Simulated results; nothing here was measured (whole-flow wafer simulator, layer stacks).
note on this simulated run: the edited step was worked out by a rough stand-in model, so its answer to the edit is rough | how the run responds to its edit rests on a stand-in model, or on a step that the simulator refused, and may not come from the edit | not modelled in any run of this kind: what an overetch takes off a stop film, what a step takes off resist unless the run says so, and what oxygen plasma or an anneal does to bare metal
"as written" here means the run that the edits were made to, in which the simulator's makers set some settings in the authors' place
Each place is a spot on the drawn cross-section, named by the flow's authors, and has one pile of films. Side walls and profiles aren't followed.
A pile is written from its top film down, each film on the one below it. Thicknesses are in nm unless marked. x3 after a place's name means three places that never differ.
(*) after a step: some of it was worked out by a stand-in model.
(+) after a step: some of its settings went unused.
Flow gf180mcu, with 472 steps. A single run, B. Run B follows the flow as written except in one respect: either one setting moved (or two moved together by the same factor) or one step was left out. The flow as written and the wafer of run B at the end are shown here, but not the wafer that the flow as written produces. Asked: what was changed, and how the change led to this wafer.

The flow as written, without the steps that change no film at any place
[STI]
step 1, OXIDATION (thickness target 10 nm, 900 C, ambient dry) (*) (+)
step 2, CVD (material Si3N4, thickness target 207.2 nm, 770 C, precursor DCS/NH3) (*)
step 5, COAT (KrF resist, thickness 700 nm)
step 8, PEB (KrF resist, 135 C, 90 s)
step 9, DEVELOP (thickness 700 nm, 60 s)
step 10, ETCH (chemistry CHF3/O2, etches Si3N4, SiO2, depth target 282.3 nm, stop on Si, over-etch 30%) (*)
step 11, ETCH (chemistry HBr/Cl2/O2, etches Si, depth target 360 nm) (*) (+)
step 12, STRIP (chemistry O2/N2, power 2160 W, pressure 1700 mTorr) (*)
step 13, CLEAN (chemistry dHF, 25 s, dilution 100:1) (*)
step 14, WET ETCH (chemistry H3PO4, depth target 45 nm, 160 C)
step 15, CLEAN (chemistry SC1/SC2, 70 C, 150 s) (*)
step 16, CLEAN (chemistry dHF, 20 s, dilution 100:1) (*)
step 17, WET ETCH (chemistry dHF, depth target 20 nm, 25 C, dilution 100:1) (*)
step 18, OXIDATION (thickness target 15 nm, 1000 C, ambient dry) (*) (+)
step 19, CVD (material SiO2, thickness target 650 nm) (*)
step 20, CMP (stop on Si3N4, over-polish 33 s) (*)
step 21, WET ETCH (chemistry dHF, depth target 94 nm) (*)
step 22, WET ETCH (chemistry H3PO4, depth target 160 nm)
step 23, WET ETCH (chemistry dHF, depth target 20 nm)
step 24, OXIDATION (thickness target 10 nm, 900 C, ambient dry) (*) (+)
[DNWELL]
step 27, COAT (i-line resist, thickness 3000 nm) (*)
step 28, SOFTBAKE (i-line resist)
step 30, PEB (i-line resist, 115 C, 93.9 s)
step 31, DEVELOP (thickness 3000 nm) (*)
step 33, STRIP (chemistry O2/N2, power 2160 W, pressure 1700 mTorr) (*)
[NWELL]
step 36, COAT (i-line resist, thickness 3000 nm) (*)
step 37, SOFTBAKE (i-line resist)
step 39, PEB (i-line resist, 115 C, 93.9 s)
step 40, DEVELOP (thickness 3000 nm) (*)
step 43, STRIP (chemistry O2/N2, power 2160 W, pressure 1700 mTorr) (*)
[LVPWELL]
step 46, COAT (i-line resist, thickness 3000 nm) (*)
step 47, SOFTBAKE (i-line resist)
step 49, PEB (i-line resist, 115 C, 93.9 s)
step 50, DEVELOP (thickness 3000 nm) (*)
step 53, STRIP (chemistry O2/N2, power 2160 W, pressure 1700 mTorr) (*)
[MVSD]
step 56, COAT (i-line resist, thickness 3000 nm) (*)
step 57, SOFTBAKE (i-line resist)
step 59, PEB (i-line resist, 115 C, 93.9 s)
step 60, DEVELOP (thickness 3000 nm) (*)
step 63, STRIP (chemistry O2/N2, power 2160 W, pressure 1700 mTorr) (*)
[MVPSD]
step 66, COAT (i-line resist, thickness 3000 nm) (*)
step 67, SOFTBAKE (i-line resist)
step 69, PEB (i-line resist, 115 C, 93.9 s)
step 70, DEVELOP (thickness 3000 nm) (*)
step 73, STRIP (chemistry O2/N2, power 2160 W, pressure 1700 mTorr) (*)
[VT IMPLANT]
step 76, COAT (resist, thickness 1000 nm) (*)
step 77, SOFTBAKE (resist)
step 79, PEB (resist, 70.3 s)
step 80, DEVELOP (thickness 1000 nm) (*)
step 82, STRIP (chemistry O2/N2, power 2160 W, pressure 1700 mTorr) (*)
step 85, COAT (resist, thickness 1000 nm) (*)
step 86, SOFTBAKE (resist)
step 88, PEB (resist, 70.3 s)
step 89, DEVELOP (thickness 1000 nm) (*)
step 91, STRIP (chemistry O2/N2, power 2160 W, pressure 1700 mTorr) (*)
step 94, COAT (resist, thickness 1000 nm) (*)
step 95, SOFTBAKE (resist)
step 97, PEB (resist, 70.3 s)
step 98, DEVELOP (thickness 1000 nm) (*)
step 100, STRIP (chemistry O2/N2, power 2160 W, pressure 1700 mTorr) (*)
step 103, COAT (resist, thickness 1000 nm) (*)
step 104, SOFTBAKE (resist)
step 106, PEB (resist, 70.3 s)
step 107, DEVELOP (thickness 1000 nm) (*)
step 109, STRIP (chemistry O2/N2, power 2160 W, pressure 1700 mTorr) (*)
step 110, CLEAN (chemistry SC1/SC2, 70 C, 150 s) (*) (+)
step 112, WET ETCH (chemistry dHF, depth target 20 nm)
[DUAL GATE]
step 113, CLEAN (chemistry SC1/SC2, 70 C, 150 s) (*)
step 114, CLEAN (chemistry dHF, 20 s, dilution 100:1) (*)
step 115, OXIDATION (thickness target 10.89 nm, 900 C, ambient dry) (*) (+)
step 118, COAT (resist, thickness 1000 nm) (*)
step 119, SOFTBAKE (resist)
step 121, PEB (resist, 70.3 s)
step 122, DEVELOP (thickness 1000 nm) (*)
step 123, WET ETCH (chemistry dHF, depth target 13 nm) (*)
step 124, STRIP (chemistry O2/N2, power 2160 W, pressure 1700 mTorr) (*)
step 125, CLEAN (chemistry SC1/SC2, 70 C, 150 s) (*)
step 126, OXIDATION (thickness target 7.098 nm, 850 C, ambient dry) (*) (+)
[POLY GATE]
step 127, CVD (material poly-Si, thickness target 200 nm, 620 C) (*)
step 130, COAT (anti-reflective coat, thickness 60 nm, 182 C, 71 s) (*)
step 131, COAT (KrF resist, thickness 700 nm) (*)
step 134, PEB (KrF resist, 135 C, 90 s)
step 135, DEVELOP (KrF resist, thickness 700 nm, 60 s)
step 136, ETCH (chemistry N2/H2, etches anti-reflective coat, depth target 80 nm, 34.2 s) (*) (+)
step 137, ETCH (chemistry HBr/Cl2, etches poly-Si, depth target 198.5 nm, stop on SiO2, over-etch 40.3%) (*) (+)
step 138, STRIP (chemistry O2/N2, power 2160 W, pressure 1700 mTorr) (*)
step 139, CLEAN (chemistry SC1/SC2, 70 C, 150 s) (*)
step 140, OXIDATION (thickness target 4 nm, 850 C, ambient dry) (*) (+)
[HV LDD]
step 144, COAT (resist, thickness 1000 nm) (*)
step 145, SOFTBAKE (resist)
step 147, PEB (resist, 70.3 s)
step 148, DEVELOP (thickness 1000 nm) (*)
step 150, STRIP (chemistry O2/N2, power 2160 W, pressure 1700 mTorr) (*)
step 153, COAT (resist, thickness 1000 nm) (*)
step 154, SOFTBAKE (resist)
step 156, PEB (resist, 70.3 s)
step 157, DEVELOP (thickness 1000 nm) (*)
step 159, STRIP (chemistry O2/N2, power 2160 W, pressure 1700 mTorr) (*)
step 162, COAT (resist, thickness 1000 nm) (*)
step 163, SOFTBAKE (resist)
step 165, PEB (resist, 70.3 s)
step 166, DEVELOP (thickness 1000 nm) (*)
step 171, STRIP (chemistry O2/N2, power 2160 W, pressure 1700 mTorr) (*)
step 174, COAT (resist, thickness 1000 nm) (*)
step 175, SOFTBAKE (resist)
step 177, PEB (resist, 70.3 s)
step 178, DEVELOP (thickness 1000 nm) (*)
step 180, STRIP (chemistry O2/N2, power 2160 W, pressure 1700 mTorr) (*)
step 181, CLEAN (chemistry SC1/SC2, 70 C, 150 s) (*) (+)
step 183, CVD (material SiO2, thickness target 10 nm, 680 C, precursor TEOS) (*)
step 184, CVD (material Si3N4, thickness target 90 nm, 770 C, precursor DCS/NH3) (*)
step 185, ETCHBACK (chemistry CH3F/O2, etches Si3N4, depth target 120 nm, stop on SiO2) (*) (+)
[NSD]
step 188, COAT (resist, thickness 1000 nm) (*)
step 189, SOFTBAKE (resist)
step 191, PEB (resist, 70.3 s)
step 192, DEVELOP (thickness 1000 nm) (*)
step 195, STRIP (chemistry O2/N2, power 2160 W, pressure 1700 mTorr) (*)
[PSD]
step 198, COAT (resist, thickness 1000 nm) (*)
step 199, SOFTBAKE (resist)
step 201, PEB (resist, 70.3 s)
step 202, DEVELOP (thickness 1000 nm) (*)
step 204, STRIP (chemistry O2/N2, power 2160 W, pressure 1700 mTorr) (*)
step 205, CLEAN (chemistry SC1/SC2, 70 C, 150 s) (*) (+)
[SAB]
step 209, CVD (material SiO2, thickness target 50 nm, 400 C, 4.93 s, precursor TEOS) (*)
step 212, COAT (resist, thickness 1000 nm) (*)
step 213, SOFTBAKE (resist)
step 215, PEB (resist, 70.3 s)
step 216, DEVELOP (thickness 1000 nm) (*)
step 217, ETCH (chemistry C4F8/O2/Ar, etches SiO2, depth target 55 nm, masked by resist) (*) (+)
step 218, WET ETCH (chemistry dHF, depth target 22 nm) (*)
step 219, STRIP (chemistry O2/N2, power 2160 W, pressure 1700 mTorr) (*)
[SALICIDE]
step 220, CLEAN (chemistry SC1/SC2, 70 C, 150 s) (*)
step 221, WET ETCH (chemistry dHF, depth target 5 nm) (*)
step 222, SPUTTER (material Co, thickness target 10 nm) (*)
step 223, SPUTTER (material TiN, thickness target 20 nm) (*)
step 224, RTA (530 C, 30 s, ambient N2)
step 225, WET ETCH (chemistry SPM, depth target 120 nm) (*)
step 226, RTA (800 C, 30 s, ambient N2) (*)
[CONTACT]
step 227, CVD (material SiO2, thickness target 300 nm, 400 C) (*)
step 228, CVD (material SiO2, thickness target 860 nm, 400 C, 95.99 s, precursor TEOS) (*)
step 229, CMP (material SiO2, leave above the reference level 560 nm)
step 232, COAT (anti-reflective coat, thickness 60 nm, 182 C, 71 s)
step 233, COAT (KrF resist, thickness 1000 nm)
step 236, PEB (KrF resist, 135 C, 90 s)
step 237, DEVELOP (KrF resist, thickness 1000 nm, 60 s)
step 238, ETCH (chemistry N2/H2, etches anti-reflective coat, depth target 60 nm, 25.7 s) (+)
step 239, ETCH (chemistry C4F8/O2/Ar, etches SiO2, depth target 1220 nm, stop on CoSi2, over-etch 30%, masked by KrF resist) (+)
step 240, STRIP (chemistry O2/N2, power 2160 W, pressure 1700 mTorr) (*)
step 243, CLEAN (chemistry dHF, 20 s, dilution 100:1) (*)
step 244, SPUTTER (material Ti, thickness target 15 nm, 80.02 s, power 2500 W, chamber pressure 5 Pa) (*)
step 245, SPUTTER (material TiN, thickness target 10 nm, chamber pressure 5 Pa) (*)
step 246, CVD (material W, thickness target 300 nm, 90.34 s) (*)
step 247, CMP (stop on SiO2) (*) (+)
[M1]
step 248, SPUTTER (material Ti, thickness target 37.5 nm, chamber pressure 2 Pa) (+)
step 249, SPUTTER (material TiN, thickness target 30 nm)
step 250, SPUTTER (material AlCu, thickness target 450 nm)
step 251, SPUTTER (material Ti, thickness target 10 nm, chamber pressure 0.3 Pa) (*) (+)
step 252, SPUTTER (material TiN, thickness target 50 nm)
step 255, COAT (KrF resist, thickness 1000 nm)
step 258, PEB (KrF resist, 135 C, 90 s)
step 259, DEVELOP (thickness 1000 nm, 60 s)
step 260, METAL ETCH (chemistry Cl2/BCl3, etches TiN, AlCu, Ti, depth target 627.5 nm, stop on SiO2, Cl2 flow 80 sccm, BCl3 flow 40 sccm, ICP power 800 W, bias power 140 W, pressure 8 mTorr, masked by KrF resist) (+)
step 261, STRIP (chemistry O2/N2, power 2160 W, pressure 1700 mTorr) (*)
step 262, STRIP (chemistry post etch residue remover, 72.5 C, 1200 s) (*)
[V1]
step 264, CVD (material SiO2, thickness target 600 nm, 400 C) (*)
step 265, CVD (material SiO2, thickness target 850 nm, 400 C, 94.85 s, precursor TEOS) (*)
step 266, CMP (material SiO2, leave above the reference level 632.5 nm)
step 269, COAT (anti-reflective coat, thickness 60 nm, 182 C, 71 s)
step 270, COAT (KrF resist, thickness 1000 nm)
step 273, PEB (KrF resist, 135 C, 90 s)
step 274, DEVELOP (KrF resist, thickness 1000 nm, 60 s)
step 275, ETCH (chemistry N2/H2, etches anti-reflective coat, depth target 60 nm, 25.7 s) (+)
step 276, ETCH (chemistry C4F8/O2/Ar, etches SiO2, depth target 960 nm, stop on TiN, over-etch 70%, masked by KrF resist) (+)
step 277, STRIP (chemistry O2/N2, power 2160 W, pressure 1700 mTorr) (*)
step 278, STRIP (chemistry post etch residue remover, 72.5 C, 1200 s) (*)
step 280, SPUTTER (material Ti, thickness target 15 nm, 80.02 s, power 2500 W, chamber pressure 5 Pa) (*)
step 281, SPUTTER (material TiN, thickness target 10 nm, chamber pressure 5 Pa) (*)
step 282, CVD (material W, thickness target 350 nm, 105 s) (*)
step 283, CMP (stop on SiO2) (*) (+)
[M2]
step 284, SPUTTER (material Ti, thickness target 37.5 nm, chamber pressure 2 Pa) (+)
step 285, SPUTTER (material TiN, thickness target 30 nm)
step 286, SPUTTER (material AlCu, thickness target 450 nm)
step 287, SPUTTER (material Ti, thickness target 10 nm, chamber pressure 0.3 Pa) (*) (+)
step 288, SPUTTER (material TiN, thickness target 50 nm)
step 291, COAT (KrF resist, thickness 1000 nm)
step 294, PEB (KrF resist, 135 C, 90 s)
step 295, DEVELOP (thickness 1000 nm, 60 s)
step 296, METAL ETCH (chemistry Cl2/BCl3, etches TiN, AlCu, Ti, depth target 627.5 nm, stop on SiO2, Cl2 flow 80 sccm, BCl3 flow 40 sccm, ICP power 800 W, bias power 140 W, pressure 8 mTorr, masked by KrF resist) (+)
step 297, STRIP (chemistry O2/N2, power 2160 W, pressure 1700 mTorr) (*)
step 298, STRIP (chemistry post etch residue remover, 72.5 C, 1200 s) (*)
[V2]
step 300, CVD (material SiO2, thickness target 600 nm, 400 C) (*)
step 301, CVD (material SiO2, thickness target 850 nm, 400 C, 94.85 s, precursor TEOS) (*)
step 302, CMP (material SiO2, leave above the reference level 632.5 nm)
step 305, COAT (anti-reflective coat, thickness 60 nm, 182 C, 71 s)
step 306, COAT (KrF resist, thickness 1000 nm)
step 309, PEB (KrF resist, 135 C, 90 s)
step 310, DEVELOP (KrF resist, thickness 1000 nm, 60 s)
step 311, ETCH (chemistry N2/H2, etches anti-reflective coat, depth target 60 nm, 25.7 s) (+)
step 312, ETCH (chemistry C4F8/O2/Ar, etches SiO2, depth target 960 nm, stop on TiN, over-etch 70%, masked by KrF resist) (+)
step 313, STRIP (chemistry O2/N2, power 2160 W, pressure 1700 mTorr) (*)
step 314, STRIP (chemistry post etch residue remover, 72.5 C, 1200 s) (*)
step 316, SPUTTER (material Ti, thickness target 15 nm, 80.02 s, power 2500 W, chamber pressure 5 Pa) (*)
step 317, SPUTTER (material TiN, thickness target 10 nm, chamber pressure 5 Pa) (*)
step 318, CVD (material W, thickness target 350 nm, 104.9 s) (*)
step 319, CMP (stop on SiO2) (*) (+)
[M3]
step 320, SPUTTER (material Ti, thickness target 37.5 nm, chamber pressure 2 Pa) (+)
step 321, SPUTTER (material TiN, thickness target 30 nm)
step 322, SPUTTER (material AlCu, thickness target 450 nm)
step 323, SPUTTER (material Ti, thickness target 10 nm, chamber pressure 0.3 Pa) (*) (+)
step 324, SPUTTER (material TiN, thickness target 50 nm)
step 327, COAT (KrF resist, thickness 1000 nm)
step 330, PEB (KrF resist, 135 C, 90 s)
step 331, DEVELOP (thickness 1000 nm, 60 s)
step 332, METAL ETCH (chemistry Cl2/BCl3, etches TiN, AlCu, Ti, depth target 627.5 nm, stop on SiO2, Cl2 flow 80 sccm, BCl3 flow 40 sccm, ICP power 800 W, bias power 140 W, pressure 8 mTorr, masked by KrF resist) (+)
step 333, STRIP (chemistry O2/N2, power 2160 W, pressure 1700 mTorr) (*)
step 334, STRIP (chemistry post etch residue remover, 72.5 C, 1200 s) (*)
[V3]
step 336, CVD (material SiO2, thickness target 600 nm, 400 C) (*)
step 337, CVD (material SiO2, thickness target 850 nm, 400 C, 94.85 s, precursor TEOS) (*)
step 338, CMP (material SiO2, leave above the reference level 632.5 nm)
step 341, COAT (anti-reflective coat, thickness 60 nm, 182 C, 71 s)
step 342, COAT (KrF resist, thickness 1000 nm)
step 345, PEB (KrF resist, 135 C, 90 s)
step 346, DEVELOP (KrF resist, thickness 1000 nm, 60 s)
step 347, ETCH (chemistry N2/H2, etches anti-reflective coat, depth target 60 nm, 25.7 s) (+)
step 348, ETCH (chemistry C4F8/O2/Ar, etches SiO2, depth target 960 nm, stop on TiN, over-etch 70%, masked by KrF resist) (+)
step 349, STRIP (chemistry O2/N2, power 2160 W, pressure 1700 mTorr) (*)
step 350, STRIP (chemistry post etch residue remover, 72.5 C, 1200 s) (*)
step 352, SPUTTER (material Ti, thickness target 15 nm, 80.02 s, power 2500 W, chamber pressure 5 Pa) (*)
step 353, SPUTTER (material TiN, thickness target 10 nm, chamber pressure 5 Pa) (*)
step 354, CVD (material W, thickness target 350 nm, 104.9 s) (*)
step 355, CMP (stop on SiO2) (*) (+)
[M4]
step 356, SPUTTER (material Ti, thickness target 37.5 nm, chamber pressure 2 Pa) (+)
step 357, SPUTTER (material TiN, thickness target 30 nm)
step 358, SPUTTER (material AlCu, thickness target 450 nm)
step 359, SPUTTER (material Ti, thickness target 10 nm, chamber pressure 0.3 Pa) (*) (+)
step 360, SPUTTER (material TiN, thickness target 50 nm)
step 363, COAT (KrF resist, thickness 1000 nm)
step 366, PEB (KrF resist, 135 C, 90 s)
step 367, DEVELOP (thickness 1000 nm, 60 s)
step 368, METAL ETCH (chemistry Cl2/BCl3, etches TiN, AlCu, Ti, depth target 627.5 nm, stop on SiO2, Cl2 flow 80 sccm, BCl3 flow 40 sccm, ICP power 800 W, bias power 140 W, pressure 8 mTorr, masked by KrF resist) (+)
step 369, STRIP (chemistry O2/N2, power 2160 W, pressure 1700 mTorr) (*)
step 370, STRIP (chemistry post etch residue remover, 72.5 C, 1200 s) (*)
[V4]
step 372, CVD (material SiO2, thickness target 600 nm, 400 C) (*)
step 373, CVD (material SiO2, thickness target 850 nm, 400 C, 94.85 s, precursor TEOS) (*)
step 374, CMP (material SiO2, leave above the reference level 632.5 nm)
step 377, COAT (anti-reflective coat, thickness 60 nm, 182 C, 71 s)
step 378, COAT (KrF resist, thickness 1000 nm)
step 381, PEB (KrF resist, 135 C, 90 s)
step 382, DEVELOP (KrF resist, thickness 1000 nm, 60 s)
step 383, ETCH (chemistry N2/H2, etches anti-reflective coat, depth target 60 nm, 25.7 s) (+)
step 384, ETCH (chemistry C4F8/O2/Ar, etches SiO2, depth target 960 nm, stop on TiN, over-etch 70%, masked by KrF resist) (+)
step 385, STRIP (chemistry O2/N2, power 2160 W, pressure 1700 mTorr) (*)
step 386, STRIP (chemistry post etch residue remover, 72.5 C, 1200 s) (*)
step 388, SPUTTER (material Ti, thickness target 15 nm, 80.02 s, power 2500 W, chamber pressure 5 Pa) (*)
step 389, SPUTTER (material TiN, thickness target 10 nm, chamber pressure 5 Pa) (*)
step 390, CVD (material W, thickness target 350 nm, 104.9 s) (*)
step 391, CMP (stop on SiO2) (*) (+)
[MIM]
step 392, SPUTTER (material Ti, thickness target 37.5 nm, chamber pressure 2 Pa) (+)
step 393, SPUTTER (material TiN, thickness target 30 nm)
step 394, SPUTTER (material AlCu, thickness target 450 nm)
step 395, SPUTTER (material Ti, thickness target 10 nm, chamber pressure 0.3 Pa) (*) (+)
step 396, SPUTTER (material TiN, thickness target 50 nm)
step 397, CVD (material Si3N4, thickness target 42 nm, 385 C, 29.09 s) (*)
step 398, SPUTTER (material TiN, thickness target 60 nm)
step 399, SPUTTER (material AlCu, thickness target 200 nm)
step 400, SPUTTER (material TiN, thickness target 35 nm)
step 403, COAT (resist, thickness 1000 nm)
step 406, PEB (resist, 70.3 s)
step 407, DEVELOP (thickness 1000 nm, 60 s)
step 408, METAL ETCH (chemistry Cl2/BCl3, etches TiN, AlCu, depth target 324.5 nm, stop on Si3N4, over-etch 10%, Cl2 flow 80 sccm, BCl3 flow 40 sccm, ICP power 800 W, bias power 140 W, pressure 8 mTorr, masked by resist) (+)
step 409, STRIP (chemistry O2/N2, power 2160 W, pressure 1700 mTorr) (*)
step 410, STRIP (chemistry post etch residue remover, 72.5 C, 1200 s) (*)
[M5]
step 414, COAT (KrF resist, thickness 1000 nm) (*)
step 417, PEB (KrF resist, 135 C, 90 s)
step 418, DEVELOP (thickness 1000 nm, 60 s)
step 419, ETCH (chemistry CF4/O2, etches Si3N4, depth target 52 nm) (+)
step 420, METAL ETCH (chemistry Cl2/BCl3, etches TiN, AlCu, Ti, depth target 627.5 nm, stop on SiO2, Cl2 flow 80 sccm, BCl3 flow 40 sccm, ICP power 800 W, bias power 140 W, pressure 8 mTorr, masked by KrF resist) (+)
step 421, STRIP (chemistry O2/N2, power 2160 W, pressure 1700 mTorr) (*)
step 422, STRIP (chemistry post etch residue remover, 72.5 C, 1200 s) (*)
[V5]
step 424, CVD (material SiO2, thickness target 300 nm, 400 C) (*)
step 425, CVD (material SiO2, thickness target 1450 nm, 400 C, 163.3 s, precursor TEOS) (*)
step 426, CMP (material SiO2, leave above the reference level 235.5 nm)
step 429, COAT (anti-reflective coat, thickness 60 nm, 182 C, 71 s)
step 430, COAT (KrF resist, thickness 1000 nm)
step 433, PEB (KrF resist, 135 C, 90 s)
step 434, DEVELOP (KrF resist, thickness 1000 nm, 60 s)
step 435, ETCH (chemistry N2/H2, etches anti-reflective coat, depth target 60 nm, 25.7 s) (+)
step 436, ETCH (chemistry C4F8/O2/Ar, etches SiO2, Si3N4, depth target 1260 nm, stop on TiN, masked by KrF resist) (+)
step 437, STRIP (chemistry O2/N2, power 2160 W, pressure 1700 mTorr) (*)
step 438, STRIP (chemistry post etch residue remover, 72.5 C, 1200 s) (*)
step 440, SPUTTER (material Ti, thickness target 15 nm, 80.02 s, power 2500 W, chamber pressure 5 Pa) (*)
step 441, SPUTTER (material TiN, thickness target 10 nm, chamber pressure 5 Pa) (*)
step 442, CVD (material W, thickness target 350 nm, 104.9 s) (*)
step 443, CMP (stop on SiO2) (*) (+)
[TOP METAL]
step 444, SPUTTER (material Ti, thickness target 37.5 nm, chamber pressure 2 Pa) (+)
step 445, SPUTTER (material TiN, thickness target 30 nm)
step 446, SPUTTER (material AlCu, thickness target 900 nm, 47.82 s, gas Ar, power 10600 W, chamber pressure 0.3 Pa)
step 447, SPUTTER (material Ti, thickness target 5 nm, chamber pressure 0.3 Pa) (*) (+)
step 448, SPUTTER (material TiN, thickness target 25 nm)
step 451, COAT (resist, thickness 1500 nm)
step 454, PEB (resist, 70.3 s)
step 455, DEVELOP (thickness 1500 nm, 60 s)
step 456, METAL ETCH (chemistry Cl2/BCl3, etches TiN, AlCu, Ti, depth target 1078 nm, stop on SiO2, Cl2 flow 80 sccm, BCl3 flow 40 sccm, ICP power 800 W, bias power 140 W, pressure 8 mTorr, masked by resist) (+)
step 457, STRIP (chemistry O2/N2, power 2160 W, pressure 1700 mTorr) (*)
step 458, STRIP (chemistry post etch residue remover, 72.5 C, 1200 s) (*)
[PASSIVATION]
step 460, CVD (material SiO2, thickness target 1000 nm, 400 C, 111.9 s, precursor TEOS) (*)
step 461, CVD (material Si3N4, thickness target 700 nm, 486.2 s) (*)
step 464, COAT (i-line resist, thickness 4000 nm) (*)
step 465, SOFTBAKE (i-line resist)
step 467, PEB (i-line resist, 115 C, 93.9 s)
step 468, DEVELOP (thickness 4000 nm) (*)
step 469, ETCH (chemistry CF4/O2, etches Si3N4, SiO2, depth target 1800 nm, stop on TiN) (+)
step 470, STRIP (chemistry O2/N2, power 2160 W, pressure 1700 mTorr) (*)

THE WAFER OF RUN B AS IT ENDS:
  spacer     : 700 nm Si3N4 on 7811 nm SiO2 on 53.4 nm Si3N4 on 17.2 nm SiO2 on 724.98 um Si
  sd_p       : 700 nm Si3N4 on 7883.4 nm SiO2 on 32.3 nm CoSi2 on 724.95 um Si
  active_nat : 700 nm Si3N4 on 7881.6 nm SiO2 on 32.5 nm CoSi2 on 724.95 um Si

The reason: step 184, CVD: thickness target 57.6 nm was run, while the flow as written has thickness target 90 nm.

How this came from the change, step by step:
  step 184, CVD (material Si3N4, thickness target 90 nm, 770 C, precursor DCS/NH3) (*)
      field, field__w1, field__w2 and 101 more: +57.6 Si3N4 (new film) (it would be, as written: +90 Si3N4 (new film))
  step 185, ETCHBACK (chemistry CH3F/O2, etches Si3N4, depth target 120 nm, stop on SiO2) (*) (+)
      field, field__w1, field__w2 and 100 more: -57.6 Si3N4 (all of it), -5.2 SiO2 (it would be, as written: -90 Si3N4 (all of it), -2.5 SiO2)
  step 188, COAT (resist, thickness 1000 nm) (*)
      spacer: +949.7 resist (new film) (it would be, as written: +920.2 resist (new film))
  step 189, SOFTBAKE (resist)
      field: -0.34 resist (it would be, as written: +3.56 resist)
      field__w6: +6.95 resist (it would be, as written: +7.53 resist)
      (and at 10 other places as well)
  step 191, PEB (resist, 70.3 s)
      spacer: -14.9 resist (it would be, as written: -14.3 resist)
  step 192, DEVELOP (thickness 1000 nm) (*)
      spacer: -934.8 resist (all of it) (it would be, as written: -905.9 resist (all of it))
  step 195, STRIP (chemistry O2/N2, power 2160 W, pressure 1700 mTorr) (*)
      field: -1005.8 resist (all of it) (it would be, as written: -1026.7 resist (all of it))
  step 198, COAT (resist, thickness 1000 nm) (*)
      spacer: +949.7 resist (new film) (it would be, as written: +920.2 resist (new film))
  step 199, SOFTBAKE (resist)
      field: -0.34 resist (it would be, as written: +3.56 resist)
      field__w6: +6.95 resist (it would be, as written: +7.53 resist)
      (and at 10 other places as well)
  step 201, PEB (resist, 70.3 s)
      spacer: -14.9 resist (it would be, as written: -14.3 resist)
  step 204, STRIP (chemistry O2/N2, power 2160 W, pressure 1700 mTorr) (*)
      field: -1005.8 resist (all of it) (it would be, as written: -1026.7 resist (all of it))
      spacer: -934.8 resist (all of it) (it would be, as written: -905.9 resist (all of it))
  step 212, COAT (resist, thickness 1000 nm) (*)
      spacer: +948.8 resist (new film) (it would be, as written: +919.4 resist (new film))
  step 213, SOFTBAKE (resist)
      field__w9: +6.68 resist (it would be, as written: -3.11 resist)
      field__w5: +6.93 resist (it would be, as written: +7.65 resist)
      (and at 9 other places as well)
  step 215, PEB (resist, 70.3 s)
      spacer: -14.9 resist (it would be, as written: -14.3 resist)
  step 216, DEVELOP (thickness 1000 nm) (*)
      spacer: -934 resist (all of it) (it would be, as written: -905.1 resist (all of it))
  step 218, WET ETCH (chemistry dHF, depth target 22 nm) (*)
      gate, gate_hv, gate_p and 23 more: -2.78 SiO2 (all of it) (it would be, as written: -5.48 SiO2 (all of it))
      active, p_well, sd_n, iso_ptap_pw, iso_ntap_nw, iso_ptap_sub, vpnp_e: -6.31 SiO2 (all of it) (it would be, as written: -9.01 SiO2 (all of it))
      (and at 16 other places as well)
  ... 5 further steps ...
  step 229, CMP (material SiO2, leave above the reference level 560 nm)
      spacer: -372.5 SiO2 (it would be, as written: -404.9 SiO2)
